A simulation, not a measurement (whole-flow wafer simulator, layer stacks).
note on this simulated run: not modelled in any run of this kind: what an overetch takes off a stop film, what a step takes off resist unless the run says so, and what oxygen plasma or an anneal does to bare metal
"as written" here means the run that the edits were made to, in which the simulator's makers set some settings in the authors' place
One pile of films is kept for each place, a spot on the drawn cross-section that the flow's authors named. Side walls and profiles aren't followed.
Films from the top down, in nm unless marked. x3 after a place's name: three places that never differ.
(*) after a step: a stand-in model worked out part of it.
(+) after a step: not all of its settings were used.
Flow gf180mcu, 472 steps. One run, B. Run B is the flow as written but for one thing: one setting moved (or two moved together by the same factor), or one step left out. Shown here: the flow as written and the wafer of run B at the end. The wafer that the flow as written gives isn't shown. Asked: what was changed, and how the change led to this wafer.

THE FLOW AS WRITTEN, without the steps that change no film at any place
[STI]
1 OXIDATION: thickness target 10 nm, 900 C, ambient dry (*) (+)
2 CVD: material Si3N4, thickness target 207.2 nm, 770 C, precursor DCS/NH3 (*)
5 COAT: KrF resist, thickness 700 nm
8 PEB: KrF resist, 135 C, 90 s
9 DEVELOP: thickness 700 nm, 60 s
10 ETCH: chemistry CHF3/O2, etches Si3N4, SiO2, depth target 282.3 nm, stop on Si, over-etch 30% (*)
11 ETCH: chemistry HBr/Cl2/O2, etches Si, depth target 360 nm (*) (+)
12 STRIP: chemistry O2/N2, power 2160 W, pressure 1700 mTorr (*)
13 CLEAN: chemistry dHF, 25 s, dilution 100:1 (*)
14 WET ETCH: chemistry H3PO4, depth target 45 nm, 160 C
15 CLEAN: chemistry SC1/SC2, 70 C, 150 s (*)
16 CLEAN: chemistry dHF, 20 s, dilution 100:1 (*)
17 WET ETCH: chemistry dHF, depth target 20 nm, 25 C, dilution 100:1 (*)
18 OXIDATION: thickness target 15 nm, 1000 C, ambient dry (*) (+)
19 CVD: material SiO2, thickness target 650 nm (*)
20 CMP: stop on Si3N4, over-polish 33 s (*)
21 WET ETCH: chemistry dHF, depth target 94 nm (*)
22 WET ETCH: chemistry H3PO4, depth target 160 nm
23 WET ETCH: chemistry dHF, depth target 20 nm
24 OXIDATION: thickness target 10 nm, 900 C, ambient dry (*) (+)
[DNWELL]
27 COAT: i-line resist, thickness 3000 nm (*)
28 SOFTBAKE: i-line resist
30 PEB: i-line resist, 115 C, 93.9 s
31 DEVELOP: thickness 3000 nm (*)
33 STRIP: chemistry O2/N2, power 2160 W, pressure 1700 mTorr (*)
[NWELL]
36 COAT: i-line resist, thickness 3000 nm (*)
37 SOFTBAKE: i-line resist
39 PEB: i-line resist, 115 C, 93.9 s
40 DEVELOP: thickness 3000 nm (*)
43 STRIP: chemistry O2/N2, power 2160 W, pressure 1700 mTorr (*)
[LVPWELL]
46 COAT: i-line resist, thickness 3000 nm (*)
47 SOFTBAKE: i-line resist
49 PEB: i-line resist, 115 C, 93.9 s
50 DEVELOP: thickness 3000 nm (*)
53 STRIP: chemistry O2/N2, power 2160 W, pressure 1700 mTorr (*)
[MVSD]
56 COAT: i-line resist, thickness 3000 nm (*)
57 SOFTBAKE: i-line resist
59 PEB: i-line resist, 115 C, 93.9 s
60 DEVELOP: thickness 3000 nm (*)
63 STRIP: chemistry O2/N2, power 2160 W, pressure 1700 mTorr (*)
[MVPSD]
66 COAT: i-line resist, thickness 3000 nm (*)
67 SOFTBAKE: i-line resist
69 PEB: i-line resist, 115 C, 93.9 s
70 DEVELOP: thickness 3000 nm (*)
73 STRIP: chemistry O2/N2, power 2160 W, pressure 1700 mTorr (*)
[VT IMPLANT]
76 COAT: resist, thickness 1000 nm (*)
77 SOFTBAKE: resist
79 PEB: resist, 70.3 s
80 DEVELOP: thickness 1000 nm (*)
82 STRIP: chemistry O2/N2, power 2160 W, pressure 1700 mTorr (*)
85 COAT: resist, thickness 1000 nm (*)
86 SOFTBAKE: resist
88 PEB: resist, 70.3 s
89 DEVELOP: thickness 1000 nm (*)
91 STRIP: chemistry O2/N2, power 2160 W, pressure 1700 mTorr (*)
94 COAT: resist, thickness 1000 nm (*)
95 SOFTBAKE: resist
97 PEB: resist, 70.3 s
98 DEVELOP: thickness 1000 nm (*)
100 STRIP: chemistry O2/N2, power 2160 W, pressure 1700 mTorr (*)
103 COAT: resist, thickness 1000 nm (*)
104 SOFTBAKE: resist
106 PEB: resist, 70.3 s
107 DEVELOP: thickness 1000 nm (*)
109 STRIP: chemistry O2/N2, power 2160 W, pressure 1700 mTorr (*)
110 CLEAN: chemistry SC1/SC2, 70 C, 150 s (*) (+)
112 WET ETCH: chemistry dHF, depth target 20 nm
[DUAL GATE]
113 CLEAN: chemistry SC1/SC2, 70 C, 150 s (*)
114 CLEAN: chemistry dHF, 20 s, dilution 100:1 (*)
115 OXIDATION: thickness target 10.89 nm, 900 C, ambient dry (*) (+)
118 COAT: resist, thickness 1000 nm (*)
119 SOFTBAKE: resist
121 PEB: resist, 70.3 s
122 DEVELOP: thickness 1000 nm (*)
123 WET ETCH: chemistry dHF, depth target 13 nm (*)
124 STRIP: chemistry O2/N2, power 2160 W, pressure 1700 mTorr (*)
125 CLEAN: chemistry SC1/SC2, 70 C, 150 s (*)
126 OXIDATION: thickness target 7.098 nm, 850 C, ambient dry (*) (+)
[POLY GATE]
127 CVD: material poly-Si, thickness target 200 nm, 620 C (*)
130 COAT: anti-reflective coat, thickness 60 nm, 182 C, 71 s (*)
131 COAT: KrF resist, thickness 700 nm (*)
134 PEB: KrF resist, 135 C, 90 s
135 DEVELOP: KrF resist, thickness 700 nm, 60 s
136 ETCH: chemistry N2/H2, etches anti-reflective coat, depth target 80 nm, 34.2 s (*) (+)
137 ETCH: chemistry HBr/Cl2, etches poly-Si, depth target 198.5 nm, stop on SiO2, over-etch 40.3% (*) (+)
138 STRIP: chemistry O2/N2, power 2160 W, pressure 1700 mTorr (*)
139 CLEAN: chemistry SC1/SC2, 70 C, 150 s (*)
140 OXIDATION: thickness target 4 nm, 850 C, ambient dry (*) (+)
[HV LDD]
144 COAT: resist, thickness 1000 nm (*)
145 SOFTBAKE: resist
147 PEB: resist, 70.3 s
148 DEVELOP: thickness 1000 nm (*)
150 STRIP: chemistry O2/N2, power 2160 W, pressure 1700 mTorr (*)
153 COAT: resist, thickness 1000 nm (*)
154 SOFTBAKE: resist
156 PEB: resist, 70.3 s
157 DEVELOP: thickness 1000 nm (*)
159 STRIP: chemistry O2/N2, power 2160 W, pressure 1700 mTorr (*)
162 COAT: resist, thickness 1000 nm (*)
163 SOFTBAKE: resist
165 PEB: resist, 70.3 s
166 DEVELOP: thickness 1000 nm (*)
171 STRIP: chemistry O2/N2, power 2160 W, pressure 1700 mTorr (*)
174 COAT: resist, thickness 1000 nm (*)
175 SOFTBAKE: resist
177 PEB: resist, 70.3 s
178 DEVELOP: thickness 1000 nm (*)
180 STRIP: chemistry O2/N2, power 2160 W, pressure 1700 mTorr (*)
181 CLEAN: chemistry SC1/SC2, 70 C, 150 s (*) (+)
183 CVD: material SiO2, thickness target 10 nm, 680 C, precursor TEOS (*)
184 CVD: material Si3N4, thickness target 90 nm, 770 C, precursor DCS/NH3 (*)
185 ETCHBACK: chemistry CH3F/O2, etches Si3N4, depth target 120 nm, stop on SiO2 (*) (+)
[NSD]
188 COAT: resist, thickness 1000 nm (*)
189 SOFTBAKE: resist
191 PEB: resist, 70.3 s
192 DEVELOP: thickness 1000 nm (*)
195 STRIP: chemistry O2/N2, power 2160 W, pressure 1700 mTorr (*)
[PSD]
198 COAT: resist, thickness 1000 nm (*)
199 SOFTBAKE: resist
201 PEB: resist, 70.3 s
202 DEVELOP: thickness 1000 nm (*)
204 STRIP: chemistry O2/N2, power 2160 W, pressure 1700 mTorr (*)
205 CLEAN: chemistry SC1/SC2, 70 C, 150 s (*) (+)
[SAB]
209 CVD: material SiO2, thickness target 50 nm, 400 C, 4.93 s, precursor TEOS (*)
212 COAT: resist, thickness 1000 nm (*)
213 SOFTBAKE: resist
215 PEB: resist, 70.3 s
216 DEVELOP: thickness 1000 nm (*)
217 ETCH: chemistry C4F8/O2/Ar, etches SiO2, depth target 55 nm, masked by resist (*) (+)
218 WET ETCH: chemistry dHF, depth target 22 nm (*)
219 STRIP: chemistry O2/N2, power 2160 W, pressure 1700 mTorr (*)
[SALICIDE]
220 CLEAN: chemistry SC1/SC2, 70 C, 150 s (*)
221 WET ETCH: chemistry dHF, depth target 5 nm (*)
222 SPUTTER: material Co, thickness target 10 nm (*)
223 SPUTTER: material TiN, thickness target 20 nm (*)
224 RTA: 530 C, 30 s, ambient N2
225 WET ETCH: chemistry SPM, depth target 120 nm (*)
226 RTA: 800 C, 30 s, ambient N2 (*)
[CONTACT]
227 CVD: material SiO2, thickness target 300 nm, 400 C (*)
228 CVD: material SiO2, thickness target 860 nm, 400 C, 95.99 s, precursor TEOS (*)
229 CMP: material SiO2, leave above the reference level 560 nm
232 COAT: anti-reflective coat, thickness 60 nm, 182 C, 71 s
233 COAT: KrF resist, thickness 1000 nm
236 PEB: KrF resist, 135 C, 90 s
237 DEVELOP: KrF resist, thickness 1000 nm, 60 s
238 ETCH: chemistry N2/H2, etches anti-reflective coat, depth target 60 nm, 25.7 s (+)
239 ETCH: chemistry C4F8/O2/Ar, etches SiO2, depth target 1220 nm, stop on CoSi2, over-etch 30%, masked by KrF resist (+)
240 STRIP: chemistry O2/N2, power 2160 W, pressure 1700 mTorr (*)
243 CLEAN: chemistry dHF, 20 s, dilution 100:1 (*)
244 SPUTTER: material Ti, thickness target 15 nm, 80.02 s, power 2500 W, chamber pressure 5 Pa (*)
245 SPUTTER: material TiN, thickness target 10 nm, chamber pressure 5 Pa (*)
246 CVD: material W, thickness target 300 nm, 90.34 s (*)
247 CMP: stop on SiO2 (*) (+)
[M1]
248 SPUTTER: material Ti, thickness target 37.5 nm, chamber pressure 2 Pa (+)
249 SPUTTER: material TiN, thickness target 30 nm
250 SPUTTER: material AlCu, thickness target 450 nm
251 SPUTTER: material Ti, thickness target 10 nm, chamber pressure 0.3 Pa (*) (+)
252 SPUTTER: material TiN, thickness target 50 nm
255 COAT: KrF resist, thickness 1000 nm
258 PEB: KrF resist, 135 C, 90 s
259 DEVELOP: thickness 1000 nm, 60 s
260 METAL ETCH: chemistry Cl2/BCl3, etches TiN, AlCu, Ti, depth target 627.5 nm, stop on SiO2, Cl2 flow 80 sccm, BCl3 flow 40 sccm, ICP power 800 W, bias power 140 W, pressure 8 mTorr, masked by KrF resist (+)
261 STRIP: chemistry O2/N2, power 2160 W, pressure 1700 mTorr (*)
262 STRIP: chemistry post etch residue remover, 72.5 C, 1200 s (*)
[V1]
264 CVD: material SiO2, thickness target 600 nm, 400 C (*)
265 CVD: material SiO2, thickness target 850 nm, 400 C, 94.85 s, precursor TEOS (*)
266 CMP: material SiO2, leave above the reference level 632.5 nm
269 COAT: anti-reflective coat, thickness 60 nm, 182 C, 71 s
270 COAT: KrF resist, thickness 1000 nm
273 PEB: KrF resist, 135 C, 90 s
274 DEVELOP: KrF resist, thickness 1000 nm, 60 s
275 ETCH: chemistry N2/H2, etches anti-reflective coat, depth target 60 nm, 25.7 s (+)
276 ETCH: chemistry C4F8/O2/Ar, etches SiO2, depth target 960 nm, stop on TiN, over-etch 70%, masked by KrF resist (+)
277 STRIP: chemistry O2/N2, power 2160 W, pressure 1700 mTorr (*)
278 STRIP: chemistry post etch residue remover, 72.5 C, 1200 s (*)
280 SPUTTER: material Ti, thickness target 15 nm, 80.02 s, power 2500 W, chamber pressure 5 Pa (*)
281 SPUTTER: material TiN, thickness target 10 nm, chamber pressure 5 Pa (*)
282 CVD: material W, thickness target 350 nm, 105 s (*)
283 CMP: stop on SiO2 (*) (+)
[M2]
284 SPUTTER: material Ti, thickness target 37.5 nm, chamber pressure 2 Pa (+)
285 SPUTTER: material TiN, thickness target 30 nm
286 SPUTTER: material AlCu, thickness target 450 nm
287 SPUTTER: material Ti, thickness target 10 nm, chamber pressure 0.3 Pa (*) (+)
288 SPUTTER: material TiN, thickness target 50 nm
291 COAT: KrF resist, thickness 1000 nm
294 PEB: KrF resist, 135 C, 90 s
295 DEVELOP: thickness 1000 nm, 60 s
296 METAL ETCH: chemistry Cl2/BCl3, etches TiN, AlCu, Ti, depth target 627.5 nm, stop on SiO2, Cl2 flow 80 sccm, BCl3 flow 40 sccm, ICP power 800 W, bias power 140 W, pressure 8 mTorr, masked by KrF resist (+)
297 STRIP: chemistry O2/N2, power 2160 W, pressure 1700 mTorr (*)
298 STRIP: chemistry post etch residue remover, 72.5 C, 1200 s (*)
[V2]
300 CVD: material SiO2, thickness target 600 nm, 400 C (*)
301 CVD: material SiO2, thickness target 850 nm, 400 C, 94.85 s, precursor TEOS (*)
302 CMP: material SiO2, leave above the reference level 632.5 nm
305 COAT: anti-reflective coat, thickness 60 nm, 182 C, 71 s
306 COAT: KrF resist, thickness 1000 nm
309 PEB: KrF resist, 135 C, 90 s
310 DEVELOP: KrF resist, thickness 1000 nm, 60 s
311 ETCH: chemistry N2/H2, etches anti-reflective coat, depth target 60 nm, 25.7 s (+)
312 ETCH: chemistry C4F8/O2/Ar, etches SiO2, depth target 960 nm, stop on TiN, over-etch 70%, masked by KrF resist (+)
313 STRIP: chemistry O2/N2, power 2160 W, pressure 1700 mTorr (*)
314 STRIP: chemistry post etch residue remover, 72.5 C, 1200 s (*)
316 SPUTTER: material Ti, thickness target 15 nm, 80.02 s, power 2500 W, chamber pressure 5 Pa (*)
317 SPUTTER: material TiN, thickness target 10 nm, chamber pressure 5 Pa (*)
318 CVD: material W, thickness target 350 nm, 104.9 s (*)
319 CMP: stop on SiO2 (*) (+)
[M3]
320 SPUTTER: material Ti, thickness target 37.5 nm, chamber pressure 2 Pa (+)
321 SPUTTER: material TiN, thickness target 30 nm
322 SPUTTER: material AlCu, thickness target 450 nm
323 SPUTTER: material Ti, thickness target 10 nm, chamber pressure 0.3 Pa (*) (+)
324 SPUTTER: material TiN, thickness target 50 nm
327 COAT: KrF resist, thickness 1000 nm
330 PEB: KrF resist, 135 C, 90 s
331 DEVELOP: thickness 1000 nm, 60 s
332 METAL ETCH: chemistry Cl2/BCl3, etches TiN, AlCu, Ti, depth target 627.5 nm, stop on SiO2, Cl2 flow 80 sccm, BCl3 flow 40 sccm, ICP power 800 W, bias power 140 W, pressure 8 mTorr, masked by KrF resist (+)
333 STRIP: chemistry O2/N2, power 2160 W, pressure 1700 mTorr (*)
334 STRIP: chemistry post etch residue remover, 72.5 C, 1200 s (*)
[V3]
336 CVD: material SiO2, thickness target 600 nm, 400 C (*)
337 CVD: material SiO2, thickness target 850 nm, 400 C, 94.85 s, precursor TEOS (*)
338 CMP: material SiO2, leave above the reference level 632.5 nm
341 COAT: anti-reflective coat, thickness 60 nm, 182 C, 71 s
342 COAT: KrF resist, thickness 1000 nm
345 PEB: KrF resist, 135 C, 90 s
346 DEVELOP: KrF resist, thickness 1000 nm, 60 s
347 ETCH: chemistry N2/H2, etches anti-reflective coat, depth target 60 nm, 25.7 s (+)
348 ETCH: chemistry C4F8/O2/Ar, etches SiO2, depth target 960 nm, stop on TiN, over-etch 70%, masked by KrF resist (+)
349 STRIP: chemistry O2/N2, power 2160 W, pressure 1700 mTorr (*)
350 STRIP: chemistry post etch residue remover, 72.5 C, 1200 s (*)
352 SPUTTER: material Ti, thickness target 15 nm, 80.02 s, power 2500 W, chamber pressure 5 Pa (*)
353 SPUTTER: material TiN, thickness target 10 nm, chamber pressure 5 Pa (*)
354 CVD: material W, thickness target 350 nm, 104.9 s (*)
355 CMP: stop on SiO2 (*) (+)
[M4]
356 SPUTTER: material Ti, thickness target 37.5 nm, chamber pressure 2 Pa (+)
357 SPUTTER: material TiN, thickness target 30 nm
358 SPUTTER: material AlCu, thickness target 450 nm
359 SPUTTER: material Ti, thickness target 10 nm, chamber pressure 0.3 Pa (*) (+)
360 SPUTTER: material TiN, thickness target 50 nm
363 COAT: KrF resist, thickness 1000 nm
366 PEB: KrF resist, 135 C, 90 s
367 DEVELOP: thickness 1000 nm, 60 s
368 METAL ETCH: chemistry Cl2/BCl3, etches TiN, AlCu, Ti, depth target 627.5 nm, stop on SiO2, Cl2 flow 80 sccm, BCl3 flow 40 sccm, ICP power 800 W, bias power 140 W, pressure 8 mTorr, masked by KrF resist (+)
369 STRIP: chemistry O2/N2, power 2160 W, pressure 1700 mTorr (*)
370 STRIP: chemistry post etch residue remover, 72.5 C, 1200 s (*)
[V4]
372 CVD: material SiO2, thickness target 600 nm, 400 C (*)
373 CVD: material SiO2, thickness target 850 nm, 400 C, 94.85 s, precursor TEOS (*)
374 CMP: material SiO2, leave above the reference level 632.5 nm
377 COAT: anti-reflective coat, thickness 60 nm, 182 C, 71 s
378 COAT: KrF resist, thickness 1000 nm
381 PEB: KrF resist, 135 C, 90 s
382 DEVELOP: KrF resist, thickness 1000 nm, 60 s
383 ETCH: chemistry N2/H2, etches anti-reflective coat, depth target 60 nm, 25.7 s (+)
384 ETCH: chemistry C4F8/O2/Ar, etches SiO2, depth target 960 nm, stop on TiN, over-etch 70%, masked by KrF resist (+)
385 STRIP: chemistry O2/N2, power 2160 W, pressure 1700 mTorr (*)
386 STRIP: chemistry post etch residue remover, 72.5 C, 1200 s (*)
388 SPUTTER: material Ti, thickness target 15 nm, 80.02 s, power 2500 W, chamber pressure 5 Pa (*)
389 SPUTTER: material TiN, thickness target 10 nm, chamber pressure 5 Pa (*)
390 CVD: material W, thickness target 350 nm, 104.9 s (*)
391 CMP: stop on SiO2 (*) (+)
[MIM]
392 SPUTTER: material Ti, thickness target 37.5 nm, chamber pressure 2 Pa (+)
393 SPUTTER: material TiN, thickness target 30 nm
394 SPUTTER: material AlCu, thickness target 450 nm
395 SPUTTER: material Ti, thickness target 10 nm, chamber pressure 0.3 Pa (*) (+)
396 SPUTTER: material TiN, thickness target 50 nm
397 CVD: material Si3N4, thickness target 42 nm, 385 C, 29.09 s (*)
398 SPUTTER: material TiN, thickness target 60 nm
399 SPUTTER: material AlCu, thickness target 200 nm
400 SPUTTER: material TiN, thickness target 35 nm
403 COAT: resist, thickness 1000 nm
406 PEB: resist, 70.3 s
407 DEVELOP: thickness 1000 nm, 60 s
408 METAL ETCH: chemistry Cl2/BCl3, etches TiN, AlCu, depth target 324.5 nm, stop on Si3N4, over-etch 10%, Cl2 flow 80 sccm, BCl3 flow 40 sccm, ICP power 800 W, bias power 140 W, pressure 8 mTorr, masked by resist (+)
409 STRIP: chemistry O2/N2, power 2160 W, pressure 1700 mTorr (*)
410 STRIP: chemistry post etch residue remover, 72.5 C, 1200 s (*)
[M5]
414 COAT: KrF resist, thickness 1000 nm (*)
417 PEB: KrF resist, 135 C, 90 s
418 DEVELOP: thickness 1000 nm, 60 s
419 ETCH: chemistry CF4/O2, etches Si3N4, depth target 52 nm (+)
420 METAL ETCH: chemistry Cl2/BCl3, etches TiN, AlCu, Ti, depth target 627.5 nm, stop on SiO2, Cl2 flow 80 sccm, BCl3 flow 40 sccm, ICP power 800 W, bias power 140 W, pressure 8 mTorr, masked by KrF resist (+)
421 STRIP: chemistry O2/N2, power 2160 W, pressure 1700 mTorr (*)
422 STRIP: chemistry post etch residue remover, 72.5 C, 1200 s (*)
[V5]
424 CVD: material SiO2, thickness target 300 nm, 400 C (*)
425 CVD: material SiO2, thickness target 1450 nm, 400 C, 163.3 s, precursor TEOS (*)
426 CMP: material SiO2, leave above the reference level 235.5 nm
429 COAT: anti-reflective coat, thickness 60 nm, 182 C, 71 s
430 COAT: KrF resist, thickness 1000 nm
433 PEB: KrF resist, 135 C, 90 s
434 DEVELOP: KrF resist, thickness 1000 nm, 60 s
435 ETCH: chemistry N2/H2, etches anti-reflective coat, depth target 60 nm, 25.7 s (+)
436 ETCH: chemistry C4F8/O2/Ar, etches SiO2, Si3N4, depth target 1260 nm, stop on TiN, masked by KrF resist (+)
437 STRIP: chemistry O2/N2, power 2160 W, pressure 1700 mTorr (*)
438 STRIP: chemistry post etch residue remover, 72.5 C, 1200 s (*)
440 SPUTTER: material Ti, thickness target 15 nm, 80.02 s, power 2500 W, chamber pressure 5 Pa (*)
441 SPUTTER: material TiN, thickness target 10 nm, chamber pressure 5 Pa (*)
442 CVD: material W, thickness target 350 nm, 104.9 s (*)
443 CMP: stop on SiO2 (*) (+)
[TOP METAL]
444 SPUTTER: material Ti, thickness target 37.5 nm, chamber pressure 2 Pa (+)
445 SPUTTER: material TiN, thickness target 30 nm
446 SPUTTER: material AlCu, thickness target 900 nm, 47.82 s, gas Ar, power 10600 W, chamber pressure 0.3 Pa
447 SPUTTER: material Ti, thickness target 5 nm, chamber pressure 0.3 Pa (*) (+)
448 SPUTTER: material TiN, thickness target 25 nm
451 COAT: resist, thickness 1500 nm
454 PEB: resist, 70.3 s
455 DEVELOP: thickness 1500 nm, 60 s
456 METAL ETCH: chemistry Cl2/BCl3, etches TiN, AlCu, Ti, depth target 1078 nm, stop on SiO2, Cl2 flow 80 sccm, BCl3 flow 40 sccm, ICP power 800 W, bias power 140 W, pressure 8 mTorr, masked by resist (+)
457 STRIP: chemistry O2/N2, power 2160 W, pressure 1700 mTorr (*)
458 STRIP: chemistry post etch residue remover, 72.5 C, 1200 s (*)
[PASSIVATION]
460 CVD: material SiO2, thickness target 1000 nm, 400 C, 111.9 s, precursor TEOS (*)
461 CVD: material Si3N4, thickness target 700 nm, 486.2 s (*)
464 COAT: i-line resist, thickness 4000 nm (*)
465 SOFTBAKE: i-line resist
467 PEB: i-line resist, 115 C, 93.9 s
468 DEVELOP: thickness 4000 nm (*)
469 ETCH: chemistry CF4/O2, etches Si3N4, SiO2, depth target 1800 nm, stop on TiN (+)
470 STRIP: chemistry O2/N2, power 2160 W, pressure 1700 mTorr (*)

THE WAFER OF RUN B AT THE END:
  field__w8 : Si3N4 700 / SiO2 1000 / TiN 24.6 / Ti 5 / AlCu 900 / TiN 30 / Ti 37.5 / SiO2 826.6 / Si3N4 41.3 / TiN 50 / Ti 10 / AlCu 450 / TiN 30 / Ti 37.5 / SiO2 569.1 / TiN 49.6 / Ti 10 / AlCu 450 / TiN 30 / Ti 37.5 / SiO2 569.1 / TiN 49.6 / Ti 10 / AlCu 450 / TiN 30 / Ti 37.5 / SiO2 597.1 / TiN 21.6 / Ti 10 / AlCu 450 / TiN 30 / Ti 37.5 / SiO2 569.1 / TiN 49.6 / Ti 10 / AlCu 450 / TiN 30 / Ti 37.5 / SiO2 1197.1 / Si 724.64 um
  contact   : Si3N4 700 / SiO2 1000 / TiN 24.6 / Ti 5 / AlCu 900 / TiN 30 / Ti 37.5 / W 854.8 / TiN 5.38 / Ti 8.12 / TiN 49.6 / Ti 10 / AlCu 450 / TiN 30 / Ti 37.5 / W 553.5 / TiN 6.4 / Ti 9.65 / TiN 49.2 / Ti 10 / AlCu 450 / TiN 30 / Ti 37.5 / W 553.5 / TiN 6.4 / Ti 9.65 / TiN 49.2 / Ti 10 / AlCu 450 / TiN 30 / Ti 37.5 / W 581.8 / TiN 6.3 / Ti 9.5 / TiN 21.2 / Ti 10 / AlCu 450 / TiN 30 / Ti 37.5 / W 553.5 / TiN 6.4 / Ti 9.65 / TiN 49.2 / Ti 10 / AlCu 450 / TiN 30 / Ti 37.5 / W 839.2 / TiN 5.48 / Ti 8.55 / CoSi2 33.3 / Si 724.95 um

The cause: step 288, SPUTTER: thickness target 22 nm was run, where the flow has thickness target 50 nm.

How the change led to this, step by step:
  288 SPUTTER: material TiN, thickness target 50 nm
      field, field__w1, field__w2 and 108 more: TiN +22 (new film) (as written it would be: TiN +50 (new film))
  296 METAL ETCH: chemistry Cl2/BCl3, etches TiN, AlCu, Ti, depth target 627.5 nm, stop on SiO2, Cl2 flow 80 sccm, BCl3 flow 40 sccm, ICP power 800 W, bias power 140 W, pressure 8 mTorr, masked by KrF resist (+)
      field, field__w1, field__w2 and 103 more: TiN -22 (all of it), Ti -10 (all of it), AlCu -450 (all of it), TiN -30 (all of it), Ti -37.5 (all of it) (as written it would be: TiN -50 (all of it), Ti -10 (all of it), AlCu -450 (all of it), TiN -30 (all of it), Ti -37.5 (all of it))
  302 CMP: material SiO2, leave above the reference level 632.5 nm
      field__w8, contact, m1, m1__w1, m1_nw: SiO2 -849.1 (as written it would be: SiO2 -877.1)
  312 ETCH: chemistry C4F8/O2/Ar, etches SiO2, depth target 960 nm, stop on TiN, over-etch 70%, masked by KrF resist (+)
      contact: SiO2 -600.5 (all of it) (as written it would be: SiO2 -572.5 (all of it))
  318 CVD: material W, thickness target 350 nm, 104.9 s (*)
      contact: W +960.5 (new film) (as written it would be: W +932.3 (new film))
